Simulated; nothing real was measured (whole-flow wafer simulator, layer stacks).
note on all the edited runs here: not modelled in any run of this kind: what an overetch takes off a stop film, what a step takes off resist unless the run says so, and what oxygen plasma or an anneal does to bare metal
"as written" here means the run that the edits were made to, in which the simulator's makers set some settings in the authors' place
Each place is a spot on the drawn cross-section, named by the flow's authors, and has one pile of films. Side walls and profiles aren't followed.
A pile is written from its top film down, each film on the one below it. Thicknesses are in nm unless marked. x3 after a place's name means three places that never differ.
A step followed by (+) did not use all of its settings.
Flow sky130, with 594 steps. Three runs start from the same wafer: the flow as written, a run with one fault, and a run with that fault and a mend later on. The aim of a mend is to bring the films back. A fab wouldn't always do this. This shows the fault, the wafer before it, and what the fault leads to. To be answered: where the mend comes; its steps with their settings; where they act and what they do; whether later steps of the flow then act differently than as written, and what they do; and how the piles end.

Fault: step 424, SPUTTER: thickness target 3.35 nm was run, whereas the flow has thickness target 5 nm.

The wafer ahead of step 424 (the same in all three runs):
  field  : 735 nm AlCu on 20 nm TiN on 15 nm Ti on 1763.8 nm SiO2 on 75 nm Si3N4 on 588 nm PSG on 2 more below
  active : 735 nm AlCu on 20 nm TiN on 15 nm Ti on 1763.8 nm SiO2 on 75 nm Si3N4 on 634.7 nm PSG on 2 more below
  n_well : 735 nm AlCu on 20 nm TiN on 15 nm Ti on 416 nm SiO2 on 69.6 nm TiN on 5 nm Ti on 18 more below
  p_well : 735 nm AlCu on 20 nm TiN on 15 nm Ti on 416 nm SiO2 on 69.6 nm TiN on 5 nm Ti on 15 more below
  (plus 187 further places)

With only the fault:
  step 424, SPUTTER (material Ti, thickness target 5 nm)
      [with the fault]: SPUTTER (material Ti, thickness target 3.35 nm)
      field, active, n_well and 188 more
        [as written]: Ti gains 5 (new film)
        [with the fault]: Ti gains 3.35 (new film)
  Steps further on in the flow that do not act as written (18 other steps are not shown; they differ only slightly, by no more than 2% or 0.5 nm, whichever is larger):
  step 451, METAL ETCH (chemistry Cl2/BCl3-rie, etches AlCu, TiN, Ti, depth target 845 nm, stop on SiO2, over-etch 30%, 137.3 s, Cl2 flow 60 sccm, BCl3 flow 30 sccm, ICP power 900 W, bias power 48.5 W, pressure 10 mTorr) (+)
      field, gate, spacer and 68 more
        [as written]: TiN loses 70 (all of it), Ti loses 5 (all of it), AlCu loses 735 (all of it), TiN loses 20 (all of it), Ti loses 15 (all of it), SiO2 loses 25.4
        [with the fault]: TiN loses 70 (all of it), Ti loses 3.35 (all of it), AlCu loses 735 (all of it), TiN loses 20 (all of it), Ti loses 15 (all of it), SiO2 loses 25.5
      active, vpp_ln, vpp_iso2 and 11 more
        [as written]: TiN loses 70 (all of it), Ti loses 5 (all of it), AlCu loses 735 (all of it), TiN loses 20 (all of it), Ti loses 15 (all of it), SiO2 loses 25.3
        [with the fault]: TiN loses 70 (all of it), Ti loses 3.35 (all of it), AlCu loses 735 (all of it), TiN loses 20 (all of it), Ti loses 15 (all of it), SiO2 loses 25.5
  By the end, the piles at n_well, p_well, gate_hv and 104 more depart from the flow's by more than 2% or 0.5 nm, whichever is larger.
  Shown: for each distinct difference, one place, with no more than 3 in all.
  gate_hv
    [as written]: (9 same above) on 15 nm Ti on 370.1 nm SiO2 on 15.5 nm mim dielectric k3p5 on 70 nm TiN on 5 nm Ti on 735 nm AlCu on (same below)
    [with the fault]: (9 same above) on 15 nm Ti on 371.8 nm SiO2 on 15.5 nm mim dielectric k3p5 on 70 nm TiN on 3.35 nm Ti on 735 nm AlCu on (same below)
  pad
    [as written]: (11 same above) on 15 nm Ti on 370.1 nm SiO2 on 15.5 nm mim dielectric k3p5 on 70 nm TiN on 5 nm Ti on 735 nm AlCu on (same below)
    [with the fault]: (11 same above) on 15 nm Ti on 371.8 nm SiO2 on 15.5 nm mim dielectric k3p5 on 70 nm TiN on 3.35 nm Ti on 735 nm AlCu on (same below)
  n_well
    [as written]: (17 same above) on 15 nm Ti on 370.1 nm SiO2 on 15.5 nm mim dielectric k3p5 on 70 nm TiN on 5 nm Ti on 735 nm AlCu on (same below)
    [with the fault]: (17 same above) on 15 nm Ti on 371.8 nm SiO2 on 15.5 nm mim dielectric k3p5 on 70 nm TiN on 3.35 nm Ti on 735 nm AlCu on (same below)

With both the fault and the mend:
  The mend follows step 424.
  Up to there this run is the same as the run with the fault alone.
  step 424a, SPUTTER (material Ti, thickness target 1.65 nm) (a further turn of the flow's step 424, with different settings)
      field, active, n_well and 188 more
        Ti gains 1.65
  Later steps of the flow that are run all act as written at every place that is followed.
  By the end, the piles equal the flow's at every place that both follow.
